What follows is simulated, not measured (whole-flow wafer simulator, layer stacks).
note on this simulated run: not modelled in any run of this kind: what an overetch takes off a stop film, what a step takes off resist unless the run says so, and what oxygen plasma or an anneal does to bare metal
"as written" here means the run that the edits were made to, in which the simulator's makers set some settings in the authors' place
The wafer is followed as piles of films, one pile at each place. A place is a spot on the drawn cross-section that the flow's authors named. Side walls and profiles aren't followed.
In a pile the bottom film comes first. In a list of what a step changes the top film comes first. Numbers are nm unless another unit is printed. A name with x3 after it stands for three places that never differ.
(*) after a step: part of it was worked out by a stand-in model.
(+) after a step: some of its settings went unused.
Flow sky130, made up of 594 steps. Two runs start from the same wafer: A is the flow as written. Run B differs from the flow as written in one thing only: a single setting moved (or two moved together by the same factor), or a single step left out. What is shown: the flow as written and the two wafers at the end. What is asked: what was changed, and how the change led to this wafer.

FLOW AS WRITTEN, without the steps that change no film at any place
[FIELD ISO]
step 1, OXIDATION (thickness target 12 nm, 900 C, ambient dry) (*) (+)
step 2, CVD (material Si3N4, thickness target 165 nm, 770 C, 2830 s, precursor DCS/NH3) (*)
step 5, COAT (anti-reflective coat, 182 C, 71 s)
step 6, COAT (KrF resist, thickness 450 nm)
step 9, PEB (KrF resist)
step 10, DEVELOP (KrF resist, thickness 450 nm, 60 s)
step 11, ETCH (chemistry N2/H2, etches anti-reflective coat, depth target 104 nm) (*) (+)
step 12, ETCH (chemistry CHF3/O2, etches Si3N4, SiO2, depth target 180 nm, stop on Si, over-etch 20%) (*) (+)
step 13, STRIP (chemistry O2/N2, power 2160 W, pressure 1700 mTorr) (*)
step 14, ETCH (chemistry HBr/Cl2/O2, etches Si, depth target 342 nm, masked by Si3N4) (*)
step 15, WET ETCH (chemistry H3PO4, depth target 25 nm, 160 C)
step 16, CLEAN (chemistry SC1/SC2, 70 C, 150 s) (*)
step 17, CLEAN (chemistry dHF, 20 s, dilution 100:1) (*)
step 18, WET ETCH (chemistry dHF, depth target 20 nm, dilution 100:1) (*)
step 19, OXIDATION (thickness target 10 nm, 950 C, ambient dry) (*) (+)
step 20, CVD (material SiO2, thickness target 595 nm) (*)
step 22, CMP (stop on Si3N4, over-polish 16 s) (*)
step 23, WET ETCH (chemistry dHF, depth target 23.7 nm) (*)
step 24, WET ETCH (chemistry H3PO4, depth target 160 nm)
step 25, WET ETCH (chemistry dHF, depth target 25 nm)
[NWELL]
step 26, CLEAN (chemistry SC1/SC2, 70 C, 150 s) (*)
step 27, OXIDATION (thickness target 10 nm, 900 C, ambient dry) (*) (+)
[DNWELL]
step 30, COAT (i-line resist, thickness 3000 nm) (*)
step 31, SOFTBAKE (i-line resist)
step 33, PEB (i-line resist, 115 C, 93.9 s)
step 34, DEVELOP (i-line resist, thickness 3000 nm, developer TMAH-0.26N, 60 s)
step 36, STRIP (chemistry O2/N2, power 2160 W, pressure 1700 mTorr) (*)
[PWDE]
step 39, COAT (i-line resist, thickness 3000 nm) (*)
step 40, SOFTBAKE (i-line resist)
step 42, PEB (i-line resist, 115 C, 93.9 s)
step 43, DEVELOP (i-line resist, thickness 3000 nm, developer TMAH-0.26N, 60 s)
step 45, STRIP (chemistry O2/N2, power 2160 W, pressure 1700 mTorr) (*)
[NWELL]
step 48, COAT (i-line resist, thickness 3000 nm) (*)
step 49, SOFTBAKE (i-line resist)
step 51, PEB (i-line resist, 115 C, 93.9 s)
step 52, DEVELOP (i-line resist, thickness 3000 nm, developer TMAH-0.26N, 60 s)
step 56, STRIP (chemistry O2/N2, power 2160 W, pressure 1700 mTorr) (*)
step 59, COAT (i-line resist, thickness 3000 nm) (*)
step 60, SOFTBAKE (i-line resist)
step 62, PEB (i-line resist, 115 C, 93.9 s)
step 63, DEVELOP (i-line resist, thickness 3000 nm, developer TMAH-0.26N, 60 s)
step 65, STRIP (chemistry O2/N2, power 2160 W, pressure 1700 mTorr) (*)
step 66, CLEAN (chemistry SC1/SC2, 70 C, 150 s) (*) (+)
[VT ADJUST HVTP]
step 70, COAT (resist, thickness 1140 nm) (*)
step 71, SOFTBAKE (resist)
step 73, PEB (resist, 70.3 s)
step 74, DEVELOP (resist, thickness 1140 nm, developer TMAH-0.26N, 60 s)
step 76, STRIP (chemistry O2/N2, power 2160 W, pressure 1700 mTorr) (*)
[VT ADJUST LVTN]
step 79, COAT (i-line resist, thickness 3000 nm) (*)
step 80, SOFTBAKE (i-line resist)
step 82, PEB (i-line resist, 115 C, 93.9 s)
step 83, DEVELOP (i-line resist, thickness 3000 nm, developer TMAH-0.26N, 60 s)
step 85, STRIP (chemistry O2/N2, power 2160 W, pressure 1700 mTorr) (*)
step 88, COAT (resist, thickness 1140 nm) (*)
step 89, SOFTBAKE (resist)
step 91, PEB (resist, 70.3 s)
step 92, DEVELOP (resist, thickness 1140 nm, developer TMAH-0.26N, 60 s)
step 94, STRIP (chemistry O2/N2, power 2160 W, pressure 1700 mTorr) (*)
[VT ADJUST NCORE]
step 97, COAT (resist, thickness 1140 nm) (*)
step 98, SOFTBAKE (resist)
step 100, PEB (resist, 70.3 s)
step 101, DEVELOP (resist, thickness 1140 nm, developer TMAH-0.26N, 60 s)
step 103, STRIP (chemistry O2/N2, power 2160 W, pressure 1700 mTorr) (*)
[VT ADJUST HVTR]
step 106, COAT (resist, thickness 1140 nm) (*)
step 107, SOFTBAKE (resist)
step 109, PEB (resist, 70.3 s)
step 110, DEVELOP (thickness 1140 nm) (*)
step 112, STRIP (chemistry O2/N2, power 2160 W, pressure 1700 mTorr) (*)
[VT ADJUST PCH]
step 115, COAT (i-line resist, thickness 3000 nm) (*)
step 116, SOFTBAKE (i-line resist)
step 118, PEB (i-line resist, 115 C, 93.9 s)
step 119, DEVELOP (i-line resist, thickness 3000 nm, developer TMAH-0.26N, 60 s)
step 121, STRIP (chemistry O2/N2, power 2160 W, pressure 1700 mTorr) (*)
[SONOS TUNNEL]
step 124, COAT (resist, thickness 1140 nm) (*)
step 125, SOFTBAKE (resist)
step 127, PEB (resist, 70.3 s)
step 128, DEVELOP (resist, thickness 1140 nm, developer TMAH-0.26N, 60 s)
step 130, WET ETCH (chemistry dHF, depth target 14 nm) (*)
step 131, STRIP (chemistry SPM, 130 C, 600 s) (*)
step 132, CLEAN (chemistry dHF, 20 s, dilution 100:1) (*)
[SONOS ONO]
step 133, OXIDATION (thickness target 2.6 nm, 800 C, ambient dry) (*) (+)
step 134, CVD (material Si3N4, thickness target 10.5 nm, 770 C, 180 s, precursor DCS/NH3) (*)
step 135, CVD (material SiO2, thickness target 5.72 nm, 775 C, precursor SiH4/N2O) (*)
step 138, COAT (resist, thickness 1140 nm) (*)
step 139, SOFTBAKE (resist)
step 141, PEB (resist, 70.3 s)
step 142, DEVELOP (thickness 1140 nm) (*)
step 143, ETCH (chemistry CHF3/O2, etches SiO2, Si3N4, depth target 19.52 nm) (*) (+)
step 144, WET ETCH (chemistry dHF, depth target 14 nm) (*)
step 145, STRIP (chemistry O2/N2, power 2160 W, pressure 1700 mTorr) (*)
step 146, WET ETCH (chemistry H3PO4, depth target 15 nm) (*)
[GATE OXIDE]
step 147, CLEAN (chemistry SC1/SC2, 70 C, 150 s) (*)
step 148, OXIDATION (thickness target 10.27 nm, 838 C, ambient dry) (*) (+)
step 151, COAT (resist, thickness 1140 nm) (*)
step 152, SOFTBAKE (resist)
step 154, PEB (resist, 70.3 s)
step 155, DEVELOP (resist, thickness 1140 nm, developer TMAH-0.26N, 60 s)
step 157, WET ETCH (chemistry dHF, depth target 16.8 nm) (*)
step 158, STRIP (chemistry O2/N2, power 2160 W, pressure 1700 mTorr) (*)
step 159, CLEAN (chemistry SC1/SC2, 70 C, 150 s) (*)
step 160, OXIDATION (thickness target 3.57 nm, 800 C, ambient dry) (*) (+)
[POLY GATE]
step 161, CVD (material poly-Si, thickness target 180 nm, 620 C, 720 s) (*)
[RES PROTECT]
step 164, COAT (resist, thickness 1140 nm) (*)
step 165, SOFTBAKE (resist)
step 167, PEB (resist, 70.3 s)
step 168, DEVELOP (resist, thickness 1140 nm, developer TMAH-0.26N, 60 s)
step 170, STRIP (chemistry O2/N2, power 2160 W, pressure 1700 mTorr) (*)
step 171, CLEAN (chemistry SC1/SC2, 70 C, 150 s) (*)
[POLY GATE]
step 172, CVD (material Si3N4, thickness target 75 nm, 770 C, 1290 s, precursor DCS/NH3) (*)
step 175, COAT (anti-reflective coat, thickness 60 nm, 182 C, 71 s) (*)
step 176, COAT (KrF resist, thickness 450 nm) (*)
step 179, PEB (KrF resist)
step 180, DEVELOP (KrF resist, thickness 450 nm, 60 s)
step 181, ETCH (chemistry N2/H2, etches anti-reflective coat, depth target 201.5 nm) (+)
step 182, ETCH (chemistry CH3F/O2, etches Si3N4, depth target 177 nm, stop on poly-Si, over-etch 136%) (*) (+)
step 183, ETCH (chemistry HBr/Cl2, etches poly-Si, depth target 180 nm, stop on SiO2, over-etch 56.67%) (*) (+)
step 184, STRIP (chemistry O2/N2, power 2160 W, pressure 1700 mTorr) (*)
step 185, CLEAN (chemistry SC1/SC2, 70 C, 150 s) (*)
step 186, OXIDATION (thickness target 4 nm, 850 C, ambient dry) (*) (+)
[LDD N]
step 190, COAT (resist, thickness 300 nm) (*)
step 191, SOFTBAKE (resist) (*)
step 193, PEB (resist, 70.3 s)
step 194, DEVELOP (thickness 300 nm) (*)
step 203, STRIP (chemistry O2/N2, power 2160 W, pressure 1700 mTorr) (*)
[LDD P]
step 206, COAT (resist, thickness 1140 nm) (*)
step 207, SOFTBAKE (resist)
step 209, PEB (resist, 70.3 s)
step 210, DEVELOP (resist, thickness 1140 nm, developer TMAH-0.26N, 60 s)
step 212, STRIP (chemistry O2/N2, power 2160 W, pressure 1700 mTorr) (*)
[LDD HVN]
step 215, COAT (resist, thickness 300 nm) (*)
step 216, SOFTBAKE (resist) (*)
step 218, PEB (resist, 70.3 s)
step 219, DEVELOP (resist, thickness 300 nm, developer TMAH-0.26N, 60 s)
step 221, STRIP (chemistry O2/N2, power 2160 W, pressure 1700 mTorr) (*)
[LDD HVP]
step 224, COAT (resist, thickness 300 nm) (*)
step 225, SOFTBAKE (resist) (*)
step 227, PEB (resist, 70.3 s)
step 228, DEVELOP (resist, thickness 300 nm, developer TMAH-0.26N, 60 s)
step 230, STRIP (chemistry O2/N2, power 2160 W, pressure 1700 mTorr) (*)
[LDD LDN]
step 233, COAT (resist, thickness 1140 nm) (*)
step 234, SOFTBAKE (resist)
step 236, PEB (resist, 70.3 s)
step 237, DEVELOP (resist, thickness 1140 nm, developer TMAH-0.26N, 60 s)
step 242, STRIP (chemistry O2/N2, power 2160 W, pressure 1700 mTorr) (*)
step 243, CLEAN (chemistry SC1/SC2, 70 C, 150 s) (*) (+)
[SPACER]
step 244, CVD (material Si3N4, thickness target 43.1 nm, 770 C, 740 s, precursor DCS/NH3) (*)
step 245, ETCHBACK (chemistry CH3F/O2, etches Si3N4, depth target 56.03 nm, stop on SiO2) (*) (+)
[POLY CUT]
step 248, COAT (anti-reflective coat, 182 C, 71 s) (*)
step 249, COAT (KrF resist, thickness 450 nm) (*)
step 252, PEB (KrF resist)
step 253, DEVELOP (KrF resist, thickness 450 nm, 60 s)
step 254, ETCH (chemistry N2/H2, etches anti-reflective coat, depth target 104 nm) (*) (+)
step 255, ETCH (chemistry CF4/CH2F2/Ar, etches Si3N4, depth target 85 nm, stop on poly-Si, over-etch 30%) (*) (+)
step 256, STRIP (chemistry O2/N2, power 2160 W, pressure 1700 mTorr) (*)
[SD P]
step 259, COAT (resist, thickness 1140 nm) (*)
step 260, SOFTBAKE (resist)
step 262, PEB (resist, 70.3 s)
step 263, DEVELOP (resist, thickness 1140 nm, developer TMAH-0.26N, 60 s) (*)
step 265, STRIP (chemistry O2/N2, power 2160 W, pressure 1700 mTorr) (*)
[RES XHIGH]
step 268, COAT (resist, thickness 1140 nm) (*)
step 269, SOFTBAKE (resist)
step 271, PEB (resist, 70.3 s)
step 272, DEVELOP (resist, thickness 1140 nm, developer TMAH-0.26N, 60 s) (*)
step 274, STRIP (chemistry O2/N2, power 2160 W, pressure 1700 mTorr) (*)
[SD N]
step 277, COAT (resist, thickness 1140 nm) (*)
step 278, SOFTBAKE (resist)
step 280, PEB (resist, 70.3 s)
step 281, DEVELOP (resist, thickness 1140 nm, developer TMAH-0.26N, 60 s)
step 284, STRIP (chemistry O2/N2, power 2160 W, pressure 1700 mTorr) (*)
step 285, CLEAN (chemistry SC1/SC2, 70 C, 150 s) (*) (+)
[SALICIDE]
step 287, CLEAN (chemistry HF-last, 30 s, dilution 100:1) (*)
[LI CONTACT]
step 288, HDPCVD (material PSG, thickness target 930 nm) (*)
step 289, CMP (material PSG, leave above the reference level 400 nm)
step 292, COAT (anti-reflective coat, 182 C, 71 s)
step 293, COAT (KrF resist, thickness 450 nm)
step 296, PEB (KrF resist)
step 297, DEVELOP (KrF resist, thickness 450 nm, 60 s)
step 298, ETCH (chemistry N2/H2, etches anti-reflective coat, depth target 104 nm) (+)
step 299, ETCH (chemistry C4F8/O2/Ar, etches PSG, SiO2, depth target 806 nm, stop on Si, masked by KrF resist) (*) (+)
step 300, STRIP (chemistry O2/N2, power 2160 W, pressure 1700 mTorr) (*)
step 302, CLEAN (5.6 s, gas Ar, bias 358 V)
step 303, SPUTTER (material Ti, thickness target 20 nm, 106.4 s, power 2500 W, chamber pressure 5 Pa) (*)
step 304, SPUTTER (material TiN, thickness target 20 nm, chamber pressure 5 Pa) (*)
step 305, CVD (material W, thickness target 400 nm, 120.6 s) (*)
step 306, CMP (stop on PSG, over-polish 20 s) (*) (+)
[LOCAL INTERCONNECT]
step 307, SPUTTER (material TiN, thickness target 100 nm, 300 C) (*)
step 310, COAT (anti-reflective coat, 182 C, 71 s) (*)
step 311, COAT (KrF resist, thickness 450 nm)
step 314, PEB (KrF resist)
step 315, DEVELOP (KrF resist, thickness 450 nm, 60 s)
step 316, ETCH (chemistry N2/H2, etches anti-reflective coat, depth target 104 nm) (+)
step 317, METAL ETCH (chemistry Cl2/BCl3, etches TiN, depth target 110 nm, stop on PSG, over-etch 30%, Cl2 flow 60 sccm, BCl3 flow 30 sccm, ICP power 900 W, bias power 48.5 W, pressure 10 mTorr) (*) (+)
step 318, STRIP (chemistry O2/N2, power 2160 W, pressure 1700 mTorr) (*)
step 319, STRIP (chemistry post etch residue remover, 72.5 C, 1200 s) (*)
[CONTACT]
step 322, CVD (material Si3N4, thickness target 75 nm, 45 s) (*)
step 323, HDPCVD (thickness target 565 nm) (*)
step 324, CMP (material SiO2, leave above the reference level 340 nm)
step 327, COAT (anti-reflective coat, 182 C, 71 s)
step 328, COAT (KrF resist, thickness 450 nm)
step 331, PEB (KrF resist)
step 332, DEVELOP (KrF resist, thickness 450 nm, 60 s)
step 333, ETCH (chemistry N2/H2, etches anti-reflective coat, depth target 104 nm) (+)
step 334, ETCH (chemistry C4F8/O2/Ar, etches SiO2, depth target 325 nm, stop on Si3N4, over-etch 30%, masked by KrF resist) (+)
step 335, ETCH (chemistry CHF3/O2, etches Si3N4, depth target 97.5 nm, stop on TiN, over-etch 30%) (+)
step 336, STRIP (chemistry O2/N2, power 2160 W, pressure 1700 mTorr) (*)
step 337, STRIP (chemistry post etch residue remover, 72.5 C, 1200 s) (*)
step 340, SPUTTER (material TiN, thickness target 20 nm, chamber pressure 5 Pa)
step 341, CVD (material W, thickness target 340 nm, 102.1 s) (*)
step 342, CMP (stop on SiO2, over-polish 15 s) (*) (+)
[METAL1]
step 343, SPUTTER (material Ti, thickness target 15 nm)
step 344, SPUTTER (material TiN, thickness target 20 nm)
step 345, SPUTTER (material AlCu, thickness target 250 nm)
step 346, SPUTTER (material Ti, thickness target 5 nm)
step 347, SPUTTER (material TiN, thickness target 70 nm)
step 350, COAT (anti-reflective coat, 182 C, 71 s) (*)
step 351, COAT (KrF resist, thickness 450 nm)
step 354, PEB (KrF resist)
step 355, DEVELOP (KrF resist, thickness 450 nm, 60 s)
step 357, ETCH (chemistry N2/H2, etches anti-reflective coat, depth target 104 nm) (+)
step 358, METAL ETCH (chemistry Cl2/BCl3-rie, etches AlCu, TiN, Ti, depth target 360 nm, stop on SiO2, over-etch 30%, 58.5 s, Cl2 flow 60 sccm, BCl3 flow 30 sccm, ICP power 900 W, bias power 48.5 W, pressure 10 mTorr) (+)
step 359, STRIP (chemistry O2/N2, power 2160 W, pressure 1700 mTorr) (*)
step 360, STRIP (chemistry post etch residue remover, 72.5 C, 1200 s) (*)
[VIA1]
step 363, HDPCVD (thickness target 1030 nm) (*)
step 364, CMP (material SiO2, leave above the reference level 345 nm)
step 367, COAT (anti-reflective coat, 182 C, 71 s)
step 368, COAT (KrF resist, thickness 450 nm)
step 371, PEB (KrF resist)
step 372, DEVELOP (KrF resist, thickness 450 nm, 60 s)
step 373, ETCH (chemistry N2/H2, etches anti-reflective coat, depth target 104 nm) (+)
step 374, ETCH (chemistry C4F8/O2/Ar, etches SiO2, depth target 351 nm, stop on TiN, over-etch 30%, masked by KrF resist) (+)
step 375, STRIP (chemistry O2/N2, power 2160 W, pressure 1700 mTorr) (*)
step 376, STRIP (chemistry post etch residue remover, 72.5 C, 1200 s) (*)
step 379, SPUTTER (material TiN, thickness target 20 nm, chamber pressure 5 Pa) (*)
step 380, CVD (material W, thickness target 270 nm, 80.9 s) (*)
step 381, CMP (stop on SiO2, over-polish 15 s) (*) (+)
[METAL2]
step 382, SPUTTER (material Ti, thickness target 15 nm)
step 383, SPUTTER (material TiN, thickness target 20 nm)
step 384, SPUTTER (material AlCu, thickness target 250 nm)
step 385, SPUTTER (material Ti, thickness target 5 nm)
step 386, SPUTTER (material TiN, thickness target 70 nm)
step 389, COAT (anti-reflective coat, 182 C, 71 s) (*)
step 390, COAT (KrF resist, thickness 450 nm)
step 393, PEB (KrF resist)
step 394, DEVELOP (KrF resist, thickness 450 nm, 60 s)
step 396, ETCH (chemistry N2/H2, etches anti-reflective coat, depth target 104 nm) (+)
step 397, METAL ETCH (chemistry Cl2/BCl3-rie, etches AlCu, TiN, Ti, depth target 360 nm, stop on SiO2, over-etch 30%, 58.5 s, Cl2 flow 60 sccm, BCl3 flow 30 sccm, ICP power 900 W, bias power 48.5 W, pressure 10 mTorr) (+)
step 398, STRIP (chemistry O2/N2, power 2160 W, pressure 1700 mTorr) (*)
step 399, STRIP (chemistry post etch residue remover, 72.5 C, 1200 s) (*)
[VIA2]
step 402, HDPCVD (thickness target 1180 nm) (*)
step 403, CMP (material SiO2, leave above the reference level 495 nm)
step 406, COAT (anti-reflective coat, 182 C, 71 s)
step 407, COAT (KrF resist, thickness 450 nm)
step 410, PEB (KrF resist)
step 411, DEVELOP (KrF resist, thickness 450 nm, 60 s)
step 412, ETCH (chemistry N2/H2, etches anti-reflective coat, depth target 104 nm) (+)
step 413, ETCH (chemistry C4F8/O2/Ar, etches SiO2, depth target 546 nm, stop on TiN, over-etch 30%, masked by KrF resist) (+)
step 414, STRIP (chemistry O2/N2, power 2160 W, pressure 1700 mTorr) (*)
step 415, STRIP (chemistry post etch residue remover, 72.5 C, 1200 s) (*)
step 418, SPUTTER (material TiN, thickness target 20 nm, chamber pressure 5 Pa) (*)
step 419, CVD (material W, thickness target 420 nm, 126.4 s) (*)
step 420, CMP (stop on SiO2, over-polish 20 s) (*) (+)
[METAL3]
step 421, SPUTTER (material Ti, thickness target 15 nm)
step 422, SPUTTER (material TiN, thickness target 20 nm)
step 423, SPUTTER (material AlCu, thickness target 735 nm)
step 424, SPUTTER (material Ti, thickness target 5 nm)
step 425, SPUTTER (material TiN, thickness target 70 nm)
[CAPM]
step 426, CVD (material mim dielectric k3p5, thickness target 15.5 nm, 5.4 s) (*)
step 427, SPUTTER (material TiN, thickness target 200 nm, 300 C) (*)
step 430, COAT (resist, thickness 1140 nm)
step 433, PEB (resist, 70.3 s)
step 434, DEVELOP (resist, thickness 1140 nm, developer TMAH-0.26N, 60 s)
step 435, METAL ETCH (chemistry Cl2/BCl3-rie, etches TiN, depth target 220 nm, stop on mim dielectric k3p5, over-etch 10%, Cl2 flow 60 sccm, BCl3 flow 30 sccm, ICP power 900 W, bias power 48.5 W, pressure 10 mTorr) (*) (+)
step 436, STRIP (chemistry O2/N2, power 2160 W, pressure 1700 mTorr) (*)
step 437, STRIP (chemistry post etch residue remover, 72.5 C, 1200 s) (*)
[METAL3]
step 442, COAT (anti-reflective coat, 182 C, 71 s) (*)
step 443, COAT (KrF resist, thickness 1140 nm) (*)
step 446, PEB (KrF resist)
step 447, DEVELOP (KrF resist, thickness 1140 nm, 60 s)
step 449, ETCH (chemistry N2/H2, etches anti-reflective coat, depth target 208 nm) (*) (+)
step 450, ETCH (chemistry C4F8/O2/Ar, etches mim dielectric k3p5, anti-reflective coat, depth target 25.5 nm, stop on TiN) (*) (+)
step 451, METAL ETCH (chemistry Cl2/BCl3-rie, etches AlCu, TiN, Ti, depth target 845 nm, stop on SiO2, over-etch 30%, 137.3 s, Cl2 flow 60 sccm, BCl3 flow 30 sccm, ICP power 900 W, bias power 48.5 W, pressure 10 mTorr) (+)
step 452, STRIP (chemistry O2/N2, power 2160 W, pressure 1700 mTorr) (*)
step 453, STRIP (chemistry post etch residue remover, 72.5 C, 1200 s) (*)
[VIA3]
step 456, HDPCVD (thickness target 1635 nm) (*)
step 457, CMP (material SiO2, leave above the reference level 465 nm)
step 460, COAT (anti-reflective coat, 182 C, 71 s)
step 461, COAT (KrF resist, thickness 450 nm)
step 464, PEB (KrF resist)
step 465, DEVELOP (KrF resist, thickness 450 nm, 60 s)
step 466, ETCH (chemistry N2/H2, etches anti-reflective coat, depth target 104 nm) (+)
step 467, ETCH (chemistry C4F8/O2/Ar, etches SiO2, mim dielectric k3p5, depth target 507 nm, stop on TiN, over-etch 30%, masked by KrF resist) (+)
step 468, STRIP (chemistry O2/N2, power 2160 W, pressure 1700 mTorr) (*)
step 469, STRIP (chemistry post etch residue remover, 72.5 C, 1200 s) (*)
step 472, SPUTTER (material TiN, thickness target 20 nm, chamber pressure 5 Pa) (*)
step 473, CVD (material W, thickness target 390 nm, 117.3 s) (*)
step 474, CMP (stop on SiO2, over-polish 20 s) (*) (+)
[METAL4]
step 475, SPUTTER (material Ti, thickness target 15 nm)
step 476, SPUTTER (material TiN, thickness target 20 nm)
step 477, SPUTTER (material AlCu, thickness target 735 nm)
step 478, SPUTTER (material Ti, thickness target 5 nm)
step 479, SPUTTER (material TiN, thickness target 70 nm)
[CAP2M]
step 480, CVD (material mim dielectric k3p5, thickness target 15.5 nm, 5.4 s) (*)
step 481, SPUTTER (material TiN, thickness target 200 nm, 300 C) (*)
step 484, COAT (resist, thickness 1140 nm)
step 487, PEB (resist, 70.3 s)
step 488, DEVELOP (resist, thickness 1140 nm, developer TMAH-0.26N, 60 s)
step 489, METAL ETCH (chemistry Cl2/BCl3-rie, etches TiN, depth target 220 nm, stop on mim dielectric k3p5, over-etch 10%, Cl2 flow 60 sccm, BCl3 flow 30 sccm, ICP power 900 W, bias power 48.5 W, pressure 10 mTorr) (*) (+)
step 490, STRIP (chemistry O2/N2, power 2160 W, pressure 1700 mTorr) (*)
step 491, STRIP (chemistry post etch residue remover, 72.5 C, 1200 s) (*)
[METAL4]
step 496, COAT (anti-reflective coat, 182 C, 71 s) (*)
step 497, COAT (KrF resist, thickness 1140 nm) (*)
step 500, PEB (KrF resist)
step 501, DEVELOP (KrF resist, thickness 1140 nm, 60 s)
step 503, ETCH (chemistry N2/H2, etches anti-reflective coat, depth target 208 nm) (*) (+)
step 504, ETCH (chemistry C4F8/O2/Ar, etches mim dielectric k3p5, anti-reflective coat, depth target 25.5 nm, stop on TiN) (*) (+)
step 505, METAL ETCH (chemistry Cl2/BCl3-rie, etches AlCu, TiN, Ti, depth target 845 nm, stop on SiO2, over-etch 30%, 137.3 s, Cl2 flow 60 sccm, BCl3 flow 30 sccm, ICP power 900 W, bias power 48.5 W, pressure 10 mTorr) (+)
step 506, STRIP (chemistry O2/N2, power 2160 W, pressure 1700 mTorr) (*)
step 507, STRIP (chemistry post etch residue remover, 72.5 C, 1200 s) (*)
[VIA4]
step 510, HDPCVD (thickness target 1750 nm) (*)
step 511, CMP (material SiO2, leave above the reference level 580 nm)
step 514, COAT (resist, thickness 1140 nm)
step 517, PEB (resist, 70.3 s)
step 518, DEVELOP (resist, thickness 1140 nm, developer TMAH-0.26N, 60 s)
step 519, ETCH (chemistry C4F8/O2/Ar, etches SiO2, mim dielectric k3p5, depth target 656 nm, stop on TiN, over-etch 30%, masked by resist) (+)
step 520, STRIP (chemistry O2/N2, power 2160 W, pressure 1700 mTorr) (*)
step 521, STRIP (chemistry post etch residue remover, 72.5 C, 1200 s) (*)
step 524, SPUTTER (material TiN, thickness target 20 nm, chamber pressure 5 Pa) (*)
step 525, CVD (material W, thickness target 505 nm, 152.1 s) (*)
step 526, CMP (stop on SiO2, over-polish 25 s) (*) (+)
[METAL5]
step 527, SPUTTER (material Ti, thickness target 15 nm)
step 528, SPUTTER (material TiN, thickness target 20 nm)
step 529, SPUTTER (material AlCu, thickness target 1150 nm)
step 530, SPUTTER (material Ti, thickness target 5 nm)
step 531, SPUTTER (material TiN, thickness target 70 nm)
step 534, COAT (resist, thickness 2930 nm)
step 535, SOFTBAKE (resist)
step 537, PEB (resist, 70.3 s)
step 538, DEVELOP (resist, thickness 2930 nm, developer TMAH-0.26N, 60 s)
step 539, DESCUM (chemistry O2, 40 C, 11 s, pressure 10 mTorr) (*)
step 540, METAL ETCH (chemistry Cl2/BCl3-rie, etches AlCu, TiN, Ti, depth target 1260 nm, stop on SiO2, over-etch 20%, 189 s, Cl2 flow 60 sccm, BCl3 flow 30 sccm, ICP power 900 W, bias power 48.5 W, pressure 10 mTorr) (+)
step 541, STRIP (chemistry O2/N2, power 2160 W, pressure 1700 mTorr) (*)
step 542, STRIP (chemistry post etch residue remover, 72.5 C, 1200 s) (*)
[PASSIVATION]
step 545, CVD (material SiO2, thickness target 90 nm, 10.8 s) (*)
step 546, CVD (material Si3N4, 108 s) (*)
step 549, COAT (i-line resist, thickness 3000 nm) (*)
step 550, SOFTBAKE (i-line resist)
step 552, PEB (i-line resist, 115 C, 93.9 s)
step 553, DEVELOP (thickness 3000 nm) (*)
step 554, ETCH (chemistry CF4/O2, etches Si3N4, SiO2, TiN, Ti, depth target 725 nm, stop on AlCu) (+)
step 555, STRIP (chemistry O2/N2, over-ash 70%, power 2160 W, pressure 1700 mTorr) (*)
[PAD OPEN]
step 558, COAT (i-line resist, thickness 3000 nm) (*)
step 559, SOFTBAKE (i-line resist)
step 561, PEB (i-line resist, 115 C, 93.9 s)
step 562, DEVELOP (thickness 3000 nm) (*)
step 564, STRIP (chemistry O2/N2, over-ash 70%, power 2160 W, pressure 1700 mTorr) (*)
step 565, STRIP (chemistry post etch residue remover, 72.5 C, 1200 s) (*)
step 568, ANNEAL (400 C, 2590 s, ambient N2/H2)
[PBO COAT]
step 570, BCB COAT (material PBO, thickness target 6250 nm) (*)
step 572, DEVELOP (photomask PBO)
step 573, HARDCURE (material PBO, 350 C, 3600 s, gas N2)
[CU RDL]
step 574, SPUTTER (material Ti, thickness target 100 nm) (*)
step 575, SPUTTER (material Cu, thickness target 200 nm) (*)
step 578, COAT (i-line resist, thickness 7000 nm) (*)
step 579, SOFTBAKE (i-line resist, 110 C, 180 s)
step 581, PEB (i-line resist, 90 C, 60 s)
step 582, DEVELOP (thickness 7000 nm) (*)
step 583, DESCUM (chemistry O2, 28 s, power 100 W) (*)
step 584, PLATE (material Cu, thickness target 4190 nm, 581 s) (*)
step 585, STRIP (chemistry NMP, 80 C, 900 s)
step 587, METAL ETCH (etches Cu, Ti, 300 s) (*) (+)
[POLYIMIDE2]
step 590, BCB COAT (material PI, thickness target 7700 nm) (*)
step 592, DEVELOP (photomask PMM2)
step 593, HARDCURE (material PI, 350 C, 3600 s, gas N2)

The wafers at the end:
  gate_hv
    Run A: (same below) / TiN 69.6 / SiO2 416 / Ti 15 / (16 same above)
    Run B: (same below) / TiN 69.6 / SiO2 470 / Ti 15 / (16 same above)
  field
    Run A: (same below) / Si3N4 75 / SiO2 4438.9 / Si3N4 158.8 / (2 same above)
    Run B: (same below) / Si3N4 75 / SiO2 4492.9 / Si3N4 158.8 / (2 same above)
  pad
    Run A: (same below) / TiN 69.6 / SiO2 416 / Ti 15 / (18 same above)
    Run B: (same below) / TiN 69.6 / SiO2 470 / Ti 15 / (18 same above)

What caused this: step 403, CMP: leave above the reference level 549 nm was run, though the flow has leave above the reference level 495 nm.

The path from the change to this, step by step:
  step 403, CMP (material SiO2, leave above the reference level 495 nm)
      n_well, p_well, gate_hv and 101 more: A -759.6 SiO2 | B -705.6 SiO2
      field, active, gate and 82 more: A -389.1 SiO2 | B -335.1 SiO2
      (also at 2 further places)
  step 413, ETCH (chemistry C4F8/O2/Ar, etches SiO2, depth target 546 nm, stop on TiN, over-etch 30%, masked by KrF resist) (+)
      m1: A -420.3 SiO2 (all of it) | B -474.3 SiO2 (all of it)
      via2_hole: A -419.8 SiO2 (all of it) | B -473.8 SiO2 (all of it)
  step 418, SPUTTER (material TiN, thickness target 20 nm, chamber pressure 5 Pa) (*)
      m1: A +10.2 TiN | B +9.49 TiN
      via2_hole: A +10.2 TiN | B +9.48 TiN
  step 419, CVD (material W, thickness target 420 nm, 126.4 s) (*)
      m1: A +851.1 W (new film) | B +905.8 W (new film)
      via2_hole: A +850.7 W (new film) | B +905.4 W (new film)
